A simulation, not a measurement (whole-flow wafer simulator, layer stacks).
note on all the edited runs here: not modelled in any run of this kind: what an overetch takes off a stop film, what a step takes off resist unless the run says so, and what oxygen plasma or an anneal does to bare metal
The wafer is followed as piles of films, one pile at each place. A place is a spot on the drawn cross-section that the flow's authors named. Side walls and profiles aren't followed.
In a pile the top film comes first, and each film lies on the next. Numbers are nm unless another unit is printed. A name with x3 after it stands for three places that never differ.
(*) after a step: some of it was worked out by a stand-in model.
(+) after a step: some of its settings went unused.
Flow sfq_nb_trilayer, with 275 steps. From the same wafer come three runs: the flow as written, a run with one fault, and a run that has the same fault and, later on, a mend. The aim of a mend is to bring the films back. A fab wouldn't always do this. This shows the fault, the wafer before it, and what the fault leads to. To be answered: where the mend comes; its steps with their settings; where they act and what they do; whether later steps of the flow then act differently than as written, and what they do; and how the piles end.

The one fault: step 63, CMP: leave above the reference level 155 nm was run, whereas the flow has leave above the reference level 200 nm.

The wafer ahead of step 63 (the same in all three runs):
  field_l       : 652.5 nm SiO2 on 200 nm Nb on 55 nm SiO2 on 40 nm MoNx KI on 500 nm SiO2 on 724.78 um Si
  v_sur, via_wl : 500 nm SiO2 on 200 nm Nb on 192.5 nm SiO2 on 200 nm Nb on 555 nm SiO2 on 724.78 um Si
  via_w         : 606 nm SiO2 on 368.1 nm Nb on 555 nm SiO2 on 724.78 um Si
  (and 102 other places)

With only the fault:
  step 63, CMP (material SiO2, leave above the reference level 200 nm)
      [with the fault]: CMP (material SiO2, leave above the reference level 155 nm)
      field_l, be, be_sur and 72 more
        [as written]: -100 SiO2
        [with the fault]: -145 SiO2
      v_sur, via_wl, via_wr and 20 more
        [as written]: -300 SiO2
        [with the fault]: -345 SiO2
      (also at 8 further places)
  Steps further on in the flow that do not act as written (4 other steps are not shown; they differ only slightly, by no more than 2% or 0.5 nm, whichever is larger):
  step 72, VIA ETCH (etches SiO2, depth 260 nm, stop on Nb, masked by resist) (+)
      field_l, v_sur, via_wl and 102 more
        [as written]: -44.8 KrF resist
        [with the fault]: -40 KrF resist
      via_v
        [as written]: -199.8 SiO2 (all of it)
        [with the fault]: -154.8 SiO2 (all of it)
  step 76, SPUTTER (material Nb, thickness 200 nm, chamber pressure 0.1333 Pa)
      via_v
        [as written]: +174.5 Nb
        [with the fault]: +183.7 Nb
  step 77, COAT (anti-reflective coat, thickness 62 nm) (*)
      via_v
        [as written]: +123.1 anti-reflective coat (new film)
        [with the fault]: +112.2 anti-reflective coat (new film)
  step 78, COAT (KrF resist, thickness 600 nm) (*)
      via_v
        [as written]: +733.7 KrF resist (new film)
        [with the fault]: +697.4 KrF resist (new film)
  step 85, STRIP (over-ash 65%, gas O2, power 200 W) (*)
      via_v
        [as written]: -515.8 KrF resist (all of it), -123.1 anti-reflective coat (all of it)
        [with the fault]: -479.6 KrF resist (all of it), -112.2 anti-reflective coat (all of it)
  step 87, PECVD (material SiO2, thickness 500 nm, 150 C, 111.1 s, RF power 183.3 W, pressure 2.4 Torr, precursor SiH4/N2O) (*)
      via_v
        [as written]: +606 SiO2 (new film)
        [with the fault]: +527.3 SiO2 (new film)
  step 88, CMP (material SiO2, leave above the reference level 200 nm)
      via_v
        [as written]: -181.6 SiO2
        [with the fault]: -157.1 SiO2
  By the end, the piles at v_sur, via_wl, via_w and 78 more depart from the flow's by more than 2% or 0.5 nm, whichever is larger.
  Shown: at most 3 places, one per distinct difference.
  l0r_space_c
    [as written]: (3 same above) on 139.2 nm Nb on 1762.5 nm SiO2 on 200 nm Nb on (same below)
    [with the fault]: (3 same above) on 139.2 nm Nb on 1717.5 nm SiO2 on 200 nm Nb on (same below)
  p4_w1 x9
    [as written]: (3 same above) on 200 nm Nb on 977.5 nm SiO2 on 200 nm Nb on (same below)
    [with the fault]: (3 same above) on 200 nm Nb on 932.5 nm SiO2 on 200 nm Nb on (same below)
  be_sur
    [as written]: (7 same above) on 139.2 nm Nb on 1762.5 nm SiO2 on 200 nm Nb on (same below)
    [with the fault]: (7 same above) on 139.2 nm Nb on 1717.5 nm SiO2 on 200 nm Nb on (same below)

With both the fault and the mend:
  The mend follows step 70.
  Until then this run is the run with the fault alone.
  step 70a, STRIP (over-ash 65%, gas O2, power 200 W) (*)
      field_l, v_sur, via_wl and 102 more
        -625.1 KrF resist (all of it), -62 anti-reflective coat (all of it)
      via_v
        -62 anti-reflective coat (all of it)
  step 70b, PECVD (material SiO2, thickness 45 nm, 150 C, 10 s, RF power 183.3 W, pressure 2.4 Torr, precursor SiH4/N2O) (the flow's step 62 again, with other settings)
      field_l, v_sur, via_wl and 103 more
        +45 SiO2
  step 70c, COAT (anti-reflective coat, thickness 62 nm) (the flow's step 65 again)
      field_l, v_sur, via_wl and 103 more
        +62 anti-reflective coat (new film)
  step 70d, COAT (KrF resist, thickness 650 nm) (the flow's step 66 again)
      field_l, v_sur, via_wl and 103 more
        +650 KrF resist (new film)
  step 70e, SOFTBAKE (KrF resist) (the flow's step 67 again)
      alters no film at any place that is followed
  step 70f, EXPOSE (photomask I1, dose 11.91 mJ/cm2, NA 0.6, wavelength 248 nm) (*) (the flow's step 68 again)
      alters no film at any place that is followed
  step 70g, PEB (KrF resist, 90 s) (the flow's step 69 again)
      field_l, v_sur, via_wl and 103 more
        -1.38 KrF resist
  step 70h, DEVELOP (KrF resist, thickness 650 nm, 60 s) (the flow's step 70 again)
      field_l, v_sur, via_wl and 102 more
        -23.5 KrF resist
      via_v
        -648.6 KrF resist (all of it)
  None of the later steps of the flow differs from how it acts as written, at any place that is followed, by more than 2% or 0.5 nm, whichever is larger.
  At the end the piles are close to the flow's at the places that both follow, differing by at most 2% or 0.5 nm, whichever is larger.
